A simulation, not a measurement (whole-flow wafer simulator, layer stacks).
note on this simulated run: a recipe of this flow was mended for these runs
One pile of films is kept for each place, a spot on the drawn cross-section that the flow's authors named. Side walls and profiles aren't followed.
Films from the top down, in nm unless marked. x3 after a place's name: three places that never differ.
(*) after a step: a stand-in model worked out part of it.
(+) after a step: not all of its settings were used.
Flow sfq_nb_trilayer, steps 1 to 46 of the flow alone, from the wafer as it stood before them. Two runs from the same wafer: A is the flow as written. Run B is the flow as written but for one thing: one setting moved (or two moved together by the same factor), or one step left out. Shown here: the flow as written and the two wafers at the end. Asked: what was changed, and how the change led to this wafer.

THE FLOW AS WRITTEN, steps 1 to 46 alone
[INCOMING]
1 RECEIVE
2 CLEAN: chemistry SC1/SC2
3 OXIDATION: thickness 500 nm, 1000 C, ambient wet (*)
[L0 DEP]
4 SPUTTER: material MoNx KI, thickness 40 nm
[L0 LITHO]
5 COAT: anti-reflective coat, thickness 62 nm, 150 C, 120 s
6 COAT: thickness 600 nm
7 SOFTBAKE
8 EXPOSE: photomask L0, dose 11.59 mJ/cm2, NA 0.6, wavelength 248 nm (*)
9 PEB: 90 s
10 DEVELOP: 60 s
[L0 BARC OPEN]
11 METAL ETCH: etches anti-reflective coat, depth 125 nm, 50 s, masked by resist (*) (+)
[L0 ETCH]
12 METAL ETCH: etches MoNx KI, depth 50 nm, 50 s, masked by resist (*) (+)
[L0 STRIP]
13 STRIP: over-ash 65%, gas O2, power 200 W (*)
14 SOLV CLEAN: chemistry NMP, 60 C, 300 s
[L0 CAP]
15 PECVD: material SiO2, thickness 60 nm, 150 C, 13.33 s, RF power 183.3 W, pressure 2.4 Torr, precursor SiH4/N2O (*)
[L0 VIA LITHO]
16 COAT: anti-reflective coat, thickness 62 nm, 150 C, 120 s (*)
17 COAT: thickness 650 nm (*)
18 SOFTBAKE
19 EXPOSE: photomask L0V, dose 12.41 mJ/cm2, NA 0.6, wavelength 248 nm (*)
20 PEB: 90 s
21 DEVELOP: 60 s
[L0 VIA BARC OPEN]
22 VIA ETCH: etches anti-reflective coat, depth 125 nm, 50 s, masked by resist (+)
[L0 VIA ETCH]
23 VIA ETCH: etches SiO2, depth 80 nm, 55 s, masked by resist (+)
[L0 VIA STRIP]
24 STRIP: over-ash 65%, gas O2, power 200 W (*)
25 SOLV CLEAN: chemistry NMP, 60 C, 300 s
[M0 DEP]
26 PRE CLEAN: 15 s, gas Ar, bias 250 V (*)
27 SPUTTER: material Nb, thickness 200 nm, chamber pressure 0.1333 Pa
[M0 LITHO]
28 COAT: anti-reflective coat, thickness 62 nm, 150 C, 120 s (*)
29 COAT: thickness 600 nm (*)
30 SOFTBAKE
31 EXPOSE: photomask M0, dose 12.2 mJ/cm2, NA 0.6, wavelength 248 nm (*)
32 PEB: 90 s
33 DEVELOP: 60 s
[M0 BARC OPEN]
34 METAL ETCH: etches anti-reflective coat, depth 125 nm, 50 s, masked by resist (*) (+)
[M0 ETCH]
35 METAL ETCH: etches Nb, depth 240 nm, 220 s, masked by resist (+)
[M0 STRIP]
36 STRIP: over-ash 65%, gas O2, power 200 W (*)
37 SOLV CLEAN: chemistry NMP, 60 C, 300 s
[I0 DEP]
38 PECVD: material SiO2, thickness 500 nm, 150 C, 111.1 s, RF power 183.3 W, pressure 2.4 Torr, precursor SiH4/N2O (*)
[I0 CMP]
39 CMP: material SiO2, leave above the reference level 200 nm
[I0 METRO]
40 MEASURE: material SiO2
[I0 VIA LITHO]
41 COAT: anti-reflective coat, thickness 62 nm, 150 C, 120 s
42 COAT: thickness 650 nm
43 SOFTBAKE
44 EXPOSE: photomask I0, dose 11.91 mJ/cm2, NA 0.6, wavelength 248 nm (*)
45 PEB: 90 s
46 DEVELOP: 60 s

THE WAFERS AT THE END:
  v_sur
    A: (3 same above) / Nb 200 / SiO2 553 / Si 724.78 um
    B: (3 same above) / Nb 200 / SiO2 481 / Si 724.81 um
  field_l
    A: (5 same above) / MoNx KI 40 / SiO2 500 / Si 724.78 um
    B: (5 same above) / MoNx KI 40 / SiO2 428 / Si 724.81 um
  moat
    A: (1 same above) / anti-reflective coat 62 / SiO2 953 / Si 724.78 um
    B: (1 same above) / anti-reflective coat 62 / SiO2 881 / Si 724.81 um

The cause: step 3, OXIDATION: thickness 428 nm was run, where the flow has thickness 500 nm.
It can be read off the wafer: field_l has SiO2 428, and step 3 as written asks for 500 nm.

How the change led to this, step by step:
  3 OXIDATION: thickness 500 nm, 1000 C, ambient wet (*)
      field_l, v_sur, via_wl and 103 more: A SiO2 +500 (new film), chemical SiO2 -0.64 (all of it), Si -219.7 | B SiO2 +428 (new film), chemical SiO2 -0.64 (all of it), Si -188
